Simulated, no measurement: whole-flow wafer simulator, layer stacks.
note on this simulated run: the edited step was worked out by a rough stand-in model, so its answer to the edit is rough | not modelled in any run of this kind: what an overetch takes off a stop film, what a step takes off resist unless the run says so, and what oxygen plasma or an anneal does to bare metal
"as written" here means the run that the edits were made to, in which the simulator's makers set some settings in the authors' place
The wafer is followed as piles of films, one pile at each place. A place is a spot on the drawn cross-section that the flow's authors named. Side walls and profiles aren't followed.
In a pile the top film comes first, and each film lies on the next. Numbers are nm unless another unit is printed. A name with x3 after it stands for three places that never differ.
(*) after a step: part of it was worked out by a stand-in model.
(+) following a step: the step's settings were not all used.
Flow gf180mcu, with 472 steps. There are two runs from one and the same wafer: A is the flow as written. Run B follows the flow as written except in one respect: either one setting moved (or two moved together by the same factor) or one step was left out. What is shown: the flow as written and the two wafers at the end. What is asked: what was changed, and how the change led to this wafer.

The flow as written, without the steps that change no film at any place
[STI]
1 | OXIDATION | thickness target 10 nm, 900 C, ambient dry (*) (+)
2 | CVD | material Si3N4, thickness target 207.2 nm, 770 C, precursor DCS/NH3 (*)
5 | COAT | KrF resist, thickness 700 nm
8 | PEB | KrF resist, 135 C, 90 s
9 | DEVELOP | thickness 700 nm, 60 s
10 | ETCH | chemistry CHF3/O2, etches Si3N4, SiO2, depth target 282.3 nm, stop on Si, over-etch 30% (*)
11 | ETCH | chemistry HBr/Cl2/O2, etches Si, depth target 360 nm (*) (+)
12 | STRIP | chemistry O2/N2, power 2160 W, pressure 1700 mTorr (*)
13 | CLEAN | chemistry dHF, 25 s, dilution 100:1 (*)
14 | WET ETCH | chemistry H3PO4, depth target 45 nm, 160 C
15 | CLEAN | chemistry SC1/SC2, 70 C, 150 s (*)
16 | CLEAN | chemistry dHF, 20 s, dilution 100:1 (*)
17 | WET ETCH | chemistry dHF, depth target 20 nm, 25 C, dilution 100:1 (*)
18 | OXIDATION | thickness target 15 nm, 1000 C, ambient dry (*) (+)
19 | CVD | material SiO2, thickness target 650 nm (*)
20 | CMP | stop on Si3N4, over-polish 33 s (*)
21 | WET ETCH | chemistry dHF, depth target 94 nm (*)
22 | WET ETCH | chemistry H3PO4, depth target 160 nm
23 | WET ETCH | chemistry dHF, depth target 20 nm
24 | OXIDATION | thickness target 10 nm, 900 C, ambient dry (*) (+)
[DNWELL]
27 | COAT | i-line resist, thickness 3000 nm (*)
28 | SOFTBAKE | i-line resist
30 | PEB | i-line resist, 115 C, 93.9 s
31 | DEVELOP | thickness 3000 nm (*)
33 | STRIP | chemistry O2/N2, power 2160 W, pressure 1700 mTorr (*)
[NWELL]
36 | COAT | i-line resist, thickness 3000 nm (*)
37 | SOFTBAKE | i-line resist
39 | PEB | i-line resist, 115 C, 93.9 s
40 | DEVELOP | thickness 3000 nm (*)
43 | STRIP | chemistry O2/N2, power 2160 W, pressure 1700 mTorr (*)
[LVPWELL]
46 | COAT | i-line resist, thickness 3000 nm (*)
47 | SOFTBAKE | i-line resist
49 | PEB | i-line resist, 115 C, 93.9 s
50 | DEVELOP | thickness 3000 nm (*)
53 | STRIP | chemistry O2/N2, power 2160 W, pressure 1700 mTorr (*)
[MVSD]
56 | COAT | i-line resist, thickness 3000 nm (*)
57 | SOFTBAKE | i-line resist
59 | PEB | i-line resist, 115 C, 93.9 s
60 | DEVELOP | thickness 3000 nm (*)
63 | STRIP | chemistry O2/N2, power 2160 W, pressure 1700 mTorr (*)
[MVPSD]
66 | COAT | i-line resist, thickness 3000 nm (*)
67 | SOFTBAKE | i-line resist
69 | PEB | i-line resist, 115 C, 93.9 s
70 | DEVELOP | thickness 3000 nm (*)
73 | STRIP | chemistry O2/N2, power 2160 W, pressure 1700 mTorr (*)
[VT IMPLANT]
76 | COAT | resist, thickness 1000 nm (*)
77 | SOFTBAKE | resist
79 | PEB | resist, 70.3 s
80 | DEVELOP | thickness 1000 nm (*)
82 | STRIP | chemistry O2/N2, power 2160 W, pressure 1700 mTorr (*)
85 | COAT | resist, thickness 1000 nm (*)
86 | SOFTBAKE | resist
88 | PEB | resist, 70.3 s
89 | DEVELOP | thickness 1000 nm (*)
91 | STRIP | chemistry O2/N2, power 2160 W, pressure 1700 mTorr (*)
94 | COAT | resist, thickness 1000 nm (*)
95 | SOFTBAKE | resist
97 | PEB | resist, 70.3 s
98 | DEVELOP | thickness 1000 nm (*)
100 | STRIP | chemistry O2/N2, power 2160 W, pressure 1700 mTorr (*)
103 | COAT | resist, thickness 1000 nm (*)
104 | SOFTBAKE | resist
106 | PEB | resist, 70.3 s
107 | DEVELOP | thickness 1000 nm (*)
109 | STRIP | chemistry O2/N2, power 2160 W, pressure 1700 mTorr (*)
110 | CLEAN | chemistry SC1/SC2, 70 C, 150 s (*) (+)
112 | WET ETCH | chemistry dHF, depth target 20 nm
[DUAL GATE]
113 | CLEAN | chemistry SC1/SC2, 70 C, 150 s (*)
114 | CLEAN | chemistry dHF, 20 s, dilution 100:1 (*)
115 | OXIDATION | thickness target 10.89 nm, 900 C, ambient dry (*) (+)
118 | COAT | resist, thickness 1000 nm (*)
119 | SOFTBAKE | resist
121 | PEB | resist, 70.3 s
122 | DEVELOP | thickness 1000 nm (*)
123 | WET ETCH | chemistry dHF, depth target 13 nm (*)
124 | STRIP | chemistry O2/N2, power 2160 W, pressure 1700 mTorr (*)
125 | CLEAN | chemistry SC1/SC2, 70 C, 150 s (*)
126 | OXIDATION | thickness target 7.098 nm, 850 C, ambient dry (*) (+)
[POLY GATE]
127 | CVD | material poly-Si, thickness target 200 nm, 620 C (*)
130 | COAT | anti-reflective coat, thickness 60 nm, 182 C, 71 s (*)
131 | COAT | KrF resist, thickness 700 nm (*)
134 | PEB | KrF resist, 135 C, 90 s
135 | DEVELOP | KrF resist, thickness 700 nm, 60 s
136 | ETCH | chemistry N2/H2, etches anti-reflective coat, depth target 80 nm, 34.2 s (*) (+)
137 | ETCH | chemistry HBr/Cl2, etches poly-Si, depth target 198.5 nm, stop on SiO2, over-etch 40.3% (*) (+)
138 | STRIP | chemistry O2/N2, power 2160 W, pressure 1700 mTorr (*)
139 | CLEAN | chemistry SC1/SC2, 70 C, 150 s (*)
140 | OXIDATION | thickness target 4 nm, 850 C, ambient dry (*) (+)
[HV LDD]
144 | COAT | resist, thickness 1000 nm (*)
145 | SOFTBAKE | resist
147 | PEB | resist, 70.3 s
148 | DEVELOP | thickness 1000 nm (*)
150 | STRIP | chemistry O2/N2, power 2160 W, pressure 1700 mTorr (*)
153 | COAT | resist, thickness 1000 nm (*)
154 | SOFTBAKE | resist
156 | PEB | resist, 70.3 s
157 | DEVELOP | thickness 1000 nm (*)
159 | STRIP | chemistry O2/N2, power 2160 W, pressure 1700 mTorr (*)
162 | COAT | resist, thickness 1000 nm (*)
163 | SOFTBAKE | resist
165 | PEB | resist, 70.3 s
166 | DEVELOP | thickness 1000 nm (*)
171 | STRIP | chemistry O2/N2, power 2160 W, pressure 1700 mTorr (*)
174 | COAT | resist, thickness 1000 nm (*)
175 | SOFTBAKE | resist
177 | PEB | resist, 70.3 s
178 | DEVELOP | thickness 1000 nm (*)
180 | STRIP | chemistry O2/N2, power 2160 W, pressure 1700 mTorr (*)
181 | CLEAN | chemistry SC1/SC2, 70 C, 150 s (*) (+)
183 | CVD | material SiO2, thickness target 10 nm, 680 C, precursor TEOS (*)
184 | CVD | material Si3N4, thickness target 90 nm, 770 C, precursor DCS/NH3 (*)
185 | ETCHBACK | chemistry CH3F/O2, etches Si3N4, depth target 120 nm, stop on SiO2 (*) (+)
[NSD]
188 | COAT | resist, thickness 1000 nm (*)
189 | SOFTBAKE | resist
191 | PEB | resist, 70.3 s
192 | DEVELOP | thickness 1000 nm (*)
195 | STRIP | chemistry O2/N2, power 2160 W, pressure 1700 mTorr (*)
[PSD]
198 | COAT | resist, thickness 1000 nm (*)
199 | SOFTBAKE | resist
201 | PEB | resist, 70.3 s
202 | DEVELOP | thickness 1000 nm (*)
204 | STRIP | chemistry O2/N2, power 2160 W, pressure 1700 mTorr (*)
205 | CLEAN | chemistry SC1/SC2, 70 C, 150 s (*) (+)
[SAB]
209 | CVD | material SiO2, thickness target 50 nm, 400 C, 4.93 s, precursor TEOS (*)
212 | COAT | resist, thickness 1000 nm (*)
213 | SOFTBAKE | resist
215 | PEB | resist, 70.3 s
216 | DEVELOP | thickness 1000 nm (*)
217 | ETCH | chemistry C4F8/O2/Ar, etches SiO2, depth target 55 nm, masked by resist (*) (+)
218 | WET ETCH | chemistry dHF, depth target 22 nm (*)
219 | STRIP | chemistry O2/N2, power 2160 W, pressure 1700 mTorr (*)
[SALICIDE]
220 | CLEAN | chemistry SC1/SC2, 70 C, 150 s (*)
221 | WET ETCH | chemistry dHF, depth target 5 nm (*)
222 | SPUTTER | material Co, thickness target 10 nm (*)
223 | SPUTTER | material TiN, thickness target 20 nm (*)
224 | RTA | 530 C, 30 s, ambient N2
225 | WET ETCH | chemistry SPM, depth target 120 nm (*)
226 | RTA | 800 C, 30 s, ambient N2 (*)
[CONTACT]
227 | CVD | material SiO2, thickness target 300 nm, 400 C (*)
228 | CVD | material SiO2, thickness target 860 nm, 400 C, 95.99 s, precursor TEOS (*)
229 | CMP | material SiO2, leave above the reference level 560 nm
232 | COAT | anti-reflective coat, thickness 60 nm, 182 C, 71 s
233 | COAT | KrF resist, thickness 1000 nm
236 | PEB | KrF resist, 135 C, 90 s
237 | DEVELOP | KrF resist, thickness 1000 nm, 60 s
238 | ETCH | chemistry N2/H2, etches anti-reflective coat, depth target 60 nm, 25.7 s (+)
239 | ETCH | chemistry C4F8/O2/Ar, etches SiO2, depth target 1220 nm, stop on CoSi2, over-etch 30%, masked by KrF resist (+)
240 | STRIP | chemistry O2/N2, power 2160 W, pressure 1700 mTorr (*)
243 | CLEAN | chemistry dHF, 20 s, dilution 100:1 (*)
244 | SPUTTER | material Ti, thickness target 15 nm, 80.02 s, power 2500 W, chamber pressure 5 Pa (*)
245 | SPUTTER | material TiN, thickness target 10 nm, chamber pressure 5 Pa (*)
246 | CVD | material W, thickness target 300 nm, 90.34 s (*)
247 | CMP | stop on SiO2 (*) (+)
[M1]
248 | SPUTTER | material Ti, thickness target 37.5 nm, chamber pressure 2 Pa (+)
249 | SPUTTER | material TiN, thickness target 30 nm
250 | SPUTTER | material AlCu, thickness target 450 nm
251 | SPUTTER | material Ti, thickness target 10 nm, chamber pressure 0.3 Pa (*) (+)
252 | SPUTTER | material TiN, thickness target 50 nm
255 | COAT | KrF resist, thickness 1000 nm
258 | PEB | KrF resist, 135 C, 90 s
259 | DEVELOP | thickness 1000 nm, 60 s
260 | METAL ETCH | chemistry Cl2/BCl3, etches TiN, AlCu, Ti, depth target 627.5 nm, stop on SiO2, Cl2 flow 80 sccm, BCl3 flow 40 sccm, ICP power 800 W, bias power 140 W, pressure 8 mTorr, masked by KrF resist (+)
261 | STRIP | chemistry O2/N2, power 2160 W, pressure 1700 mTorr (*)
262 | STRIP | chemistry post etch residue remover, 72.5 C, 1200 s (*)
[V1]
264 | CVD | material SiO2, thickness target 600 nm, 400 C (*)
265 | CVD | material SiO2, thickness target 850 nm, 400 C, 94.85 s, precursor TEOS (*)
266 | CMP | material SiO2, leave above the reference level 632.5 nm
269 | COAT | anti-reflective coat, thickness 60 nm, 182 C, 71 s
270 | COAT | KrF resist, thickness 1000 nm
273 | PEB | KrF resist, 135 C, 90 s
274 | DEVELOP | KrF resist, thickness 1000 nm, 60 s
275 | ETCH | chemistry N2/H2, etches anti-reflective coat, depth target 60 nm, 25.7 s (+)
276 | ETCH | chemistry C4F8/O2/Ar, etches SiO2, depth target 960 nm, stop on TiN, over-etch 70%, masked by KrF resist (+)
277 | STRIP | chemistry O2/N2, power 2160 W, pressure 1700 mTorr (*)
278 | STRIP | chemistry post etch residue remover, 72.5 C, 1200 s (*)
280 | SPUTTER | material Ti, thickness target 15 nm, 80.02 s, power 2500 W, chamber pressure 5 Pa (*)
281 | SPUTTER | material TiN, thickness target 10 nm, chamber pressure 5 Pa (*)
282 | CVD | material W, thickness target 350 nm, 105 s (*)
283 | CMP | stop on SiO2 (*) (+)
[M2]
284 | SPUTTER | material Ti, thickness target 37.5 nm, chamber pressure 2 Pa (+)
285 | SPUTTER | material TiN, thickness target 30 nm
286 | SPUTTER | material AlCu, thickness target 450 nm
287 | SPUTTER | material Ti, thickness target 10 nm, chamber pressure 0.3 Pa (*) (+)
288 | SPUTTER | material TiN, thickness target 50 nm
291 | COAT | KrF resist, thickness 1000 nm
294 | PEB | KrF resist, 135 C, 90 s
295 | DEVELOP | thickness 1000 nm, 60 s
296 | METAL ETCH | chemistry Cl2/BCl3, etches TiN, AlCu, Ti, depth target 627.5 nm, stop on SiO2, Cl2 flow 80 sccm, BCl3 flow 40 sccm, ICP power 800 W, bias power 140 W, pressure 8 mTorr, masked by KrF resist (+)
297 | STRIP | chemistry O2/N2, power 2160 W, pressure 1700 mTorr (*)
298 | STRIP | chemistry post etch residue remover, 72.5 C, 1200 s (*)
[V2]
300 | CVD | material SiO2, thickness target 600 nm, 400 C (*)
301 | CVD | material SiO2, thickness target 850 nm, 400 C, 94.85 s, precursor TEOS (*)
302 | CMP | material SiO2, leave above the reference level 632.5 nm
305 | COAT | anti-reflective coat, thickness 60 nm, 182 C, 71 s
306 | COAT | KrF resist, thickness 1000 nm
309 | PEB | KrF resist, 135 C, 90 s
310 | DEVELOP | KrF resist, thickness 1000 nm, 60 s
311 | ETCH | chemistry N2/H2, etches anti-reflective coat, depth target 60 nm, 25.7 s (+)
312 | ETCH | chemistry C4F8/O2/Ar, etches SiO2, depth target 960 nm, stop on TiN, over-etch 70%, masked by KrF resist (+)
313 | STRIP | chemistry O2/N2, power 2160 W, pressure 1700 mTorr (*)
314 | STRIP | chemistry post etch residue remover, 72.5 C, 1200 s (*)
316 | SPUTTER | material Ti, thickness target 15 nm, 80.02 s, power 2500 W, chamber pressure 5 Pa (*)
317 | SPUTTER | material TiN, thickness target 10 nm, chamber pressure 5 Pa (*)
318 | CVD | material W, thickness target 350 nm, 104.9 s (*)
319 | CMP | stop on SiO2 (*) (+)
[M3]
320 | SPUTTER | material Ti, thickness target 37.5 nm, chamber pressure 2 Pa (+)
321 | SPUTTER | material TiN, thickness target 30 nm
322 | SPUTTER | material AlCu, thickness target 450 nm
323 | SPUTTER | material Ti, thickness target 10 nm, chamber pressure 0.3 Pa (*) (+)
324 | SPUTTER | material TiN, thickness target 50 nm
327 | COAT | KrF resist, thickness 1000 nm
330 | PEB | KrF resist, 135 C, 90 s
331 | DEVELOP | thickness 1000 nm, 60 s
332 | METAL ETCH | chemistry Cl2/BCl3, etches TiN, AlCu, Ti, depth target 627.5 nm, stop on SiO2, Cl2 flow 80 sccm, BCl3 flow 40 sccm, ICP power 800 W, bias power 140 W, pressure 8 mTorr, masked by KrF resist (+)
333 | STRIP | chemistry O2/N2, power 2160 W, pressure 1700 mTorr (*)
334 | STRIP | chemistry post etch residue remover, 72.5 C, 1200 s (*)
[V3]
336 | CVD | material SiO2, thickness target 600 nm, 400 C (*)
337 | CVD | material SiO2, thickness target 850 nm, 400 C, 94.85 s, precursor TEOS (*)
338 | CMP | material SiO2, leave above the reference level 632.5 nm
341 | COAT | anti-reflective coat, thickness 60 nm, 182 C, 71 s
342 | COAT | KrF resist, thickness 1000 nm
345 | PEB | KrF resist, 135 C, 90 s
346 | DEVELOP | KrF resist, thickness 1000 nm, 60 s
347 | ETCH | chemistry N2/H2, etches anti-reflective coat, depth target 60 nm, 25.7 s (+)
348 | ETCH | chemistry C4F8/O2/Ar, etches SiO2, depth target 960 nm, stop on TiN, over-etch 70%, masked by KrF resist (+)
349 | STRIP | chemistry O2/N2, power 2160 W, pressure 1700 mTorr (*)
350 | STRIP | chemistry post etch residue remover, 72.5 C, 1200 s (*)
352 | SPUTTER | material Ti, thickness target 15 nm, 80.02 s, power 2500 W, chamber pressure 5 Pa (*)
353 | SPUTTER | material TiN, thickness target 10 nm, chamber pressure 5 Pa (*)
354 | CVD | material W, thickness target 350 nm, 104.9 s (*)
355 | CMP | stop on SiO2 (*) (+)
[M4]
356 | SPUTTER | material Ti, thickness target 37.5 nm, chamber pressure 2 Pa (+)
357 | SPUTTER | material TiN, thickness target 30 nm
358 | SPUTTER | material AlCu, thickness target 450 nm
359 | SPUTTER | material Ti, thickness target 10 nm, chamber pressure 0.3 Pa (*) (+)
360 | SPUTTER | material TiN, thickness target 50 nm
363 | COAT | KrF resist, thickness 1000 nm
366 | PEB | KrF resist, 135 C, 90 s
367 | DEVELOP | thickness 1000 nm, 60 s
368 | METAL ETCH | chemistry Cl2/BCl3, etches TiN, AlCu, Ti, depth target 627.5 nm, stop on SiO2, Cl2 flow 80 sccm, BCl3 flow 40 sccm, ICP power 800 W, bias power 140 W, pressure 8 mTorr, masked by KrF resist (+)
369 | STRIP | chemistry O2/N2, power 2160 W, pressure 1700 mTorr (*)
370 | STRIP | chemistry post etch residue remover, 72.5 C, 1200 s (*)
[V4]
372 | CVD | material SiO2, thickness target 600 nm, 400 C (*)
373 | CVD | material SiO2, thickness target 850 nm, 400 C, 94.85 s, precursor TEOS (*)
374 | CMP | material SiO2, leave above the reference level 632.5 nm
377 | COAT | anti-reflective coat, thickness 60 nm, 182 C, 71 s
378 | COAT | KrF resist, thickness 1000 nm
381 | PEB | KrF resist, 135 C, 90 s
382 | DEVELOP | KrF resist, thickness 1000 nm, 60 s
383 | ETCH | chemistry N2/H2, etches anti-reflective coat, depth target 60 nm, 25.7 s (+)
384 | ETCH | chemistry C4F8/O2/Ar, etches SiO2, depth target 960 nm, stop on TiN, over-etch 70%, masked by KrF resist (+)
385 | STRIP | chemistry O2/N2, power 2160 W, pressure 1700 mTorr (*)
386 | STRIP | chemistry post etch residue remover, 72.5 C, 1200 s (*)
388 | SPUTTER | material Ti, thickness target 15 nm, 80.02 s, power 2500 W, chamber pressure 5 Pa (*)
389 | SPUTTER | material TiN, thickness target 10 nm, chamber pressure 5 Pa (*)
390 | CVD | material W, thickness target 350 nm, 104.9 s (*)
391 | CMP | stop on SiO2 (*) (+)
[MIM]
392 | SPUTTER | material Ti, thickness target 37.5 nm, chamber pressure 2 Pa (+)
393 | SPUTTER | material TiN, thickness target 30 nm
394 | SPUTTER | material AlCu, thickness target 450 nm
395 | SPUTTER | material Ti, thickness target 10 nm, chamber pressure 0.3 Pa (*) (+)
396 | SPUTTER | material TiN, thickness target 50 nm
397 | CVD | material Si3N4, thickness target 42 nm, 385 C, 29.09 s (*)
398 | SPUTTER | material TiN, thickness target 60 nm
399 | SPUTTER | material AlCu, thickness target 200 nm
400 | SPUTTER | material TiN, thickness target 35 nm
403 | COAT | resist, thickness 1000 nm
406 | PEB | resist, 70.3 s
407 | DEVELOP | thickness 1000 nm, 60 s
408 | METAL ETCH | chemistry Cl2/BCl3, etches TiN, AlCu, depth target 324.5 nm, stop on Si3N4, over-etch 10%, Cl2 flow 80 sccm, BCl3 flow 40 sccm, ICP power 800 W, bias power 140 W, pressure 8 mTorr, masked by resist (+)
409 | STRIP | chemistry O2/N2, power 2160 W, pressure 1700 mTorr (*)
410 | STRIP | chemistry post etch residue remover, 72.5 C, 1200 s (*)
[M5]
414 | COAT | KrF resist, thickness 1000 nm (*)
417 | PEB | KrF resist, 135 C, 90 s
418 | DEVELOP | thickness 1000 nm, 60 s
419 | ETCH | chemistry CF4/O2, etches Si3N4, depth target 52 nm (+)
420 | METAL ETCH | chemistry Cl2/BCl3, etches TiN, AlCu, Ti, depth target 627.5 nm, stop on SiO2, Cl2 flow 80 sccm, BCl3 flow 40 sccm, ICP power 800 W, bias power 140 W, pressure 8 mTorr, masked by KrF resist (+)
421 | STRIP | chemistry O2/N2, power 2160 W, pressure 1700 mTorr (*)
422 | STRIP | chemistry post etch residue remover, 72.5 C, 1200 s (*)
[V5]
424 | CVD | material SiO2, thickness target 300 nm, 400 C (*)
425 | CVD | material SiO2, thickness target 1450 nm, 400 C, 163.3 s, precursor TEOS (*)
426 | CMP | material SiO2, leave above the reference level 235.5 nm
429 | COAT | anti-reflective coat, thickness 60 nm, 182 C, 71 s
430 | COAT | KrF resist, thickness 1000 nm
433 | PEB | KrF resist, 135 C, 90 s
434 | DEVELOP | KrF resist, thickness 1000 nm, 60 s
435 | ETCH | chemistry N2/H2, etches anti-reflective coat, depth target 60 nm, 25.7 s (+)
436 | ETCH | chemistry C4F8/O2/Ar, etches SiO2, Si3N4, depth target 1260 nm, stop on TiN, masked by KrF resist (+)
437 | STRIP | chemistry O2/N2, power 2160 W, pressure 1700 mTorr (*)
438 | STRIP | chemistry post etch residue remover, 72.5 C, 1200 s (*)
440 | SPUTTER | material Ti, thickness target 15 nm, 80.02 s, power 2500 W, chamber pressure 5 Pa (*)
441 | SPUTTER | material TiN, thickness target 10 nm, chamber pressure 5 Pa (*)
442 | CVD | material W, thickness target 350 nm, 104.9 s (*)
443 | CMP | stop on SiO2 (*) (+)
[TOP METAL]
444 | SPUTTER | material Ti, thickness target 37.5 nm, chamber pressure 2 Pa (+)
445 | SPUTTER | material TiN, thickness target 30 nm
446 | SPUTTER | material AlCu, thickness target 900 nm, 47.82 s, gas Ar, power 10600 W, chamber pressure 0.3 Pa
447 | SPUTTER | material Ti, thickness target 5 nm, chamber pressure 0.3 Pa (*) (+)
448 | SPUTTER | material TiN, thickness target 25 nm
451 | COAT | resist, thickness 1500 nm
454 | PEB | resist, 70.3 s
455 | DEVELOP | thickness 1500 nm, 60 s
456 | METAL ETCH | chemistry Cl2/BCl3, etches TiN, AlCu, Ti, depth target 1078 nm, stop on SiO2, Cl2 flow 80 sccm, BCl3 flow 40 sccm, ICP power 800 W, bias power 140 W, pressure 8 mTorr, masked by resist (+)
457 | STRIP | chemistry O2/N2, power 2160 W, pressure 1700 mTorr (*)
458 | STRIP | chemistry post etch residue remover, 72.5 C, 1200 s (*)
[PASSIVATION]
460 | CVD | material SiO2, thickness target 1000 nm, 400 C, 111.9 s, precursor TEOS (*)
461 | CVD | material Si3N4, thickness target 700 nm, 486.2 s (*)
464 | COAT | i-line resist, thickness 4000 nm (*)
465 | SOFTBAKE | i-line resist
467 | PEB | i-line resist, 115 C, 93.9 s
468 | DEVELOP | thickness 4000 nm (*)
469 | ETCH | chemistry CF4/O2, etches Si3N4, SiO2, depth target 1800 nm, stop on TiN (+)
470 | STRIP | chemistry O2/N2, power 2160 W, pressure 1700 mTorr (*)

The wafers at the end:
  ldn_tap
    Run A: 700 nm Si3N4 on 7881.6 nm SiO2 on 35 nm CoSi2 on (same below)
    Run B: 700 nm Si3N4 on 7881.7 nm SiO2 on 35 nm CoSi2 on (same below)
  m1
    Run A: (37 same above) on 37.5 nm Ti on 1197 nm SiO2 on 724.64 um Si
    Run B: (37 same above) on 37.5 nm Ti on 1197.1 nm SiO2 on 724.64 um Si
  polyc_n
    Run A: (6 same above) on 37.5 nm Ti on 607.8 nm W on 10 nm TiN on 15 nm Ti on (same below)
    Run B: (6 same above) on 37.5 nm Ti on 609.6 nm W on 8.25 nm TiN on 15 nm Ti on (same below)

Cause: step 245, SPUTTER: thickness target 8.25 nm was run, whereas the flow has thickness target 10 nm.
One can read it off the wafer: polyc_n has TiN 8.25, and step 245 as written asks for 10 nm.

Step by step, how the change led to this:
  245 | SPUTTER | material TiN, thickness target 10 nm, chamber pressure 5 Pa (*)
      field, field__w1, field__w2 and 107 more: A +10 TiN (new film) | B +8.25 TiN (new film)
      contact: A +5.48 TiN (new film) | B +4.52 TiN (new film)
  247 | CMP | stop on SiO2 (*) (+)
      field, field__w1, field__w2 and 105 more: A -300 W (all of it), -10 TiN (all of it), -15 Ti (all of it), -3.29 SiO2 | B -300 W (all of it), -8.25 TiN (all of it), -15 Ti (all of it), -3.27 SiO2
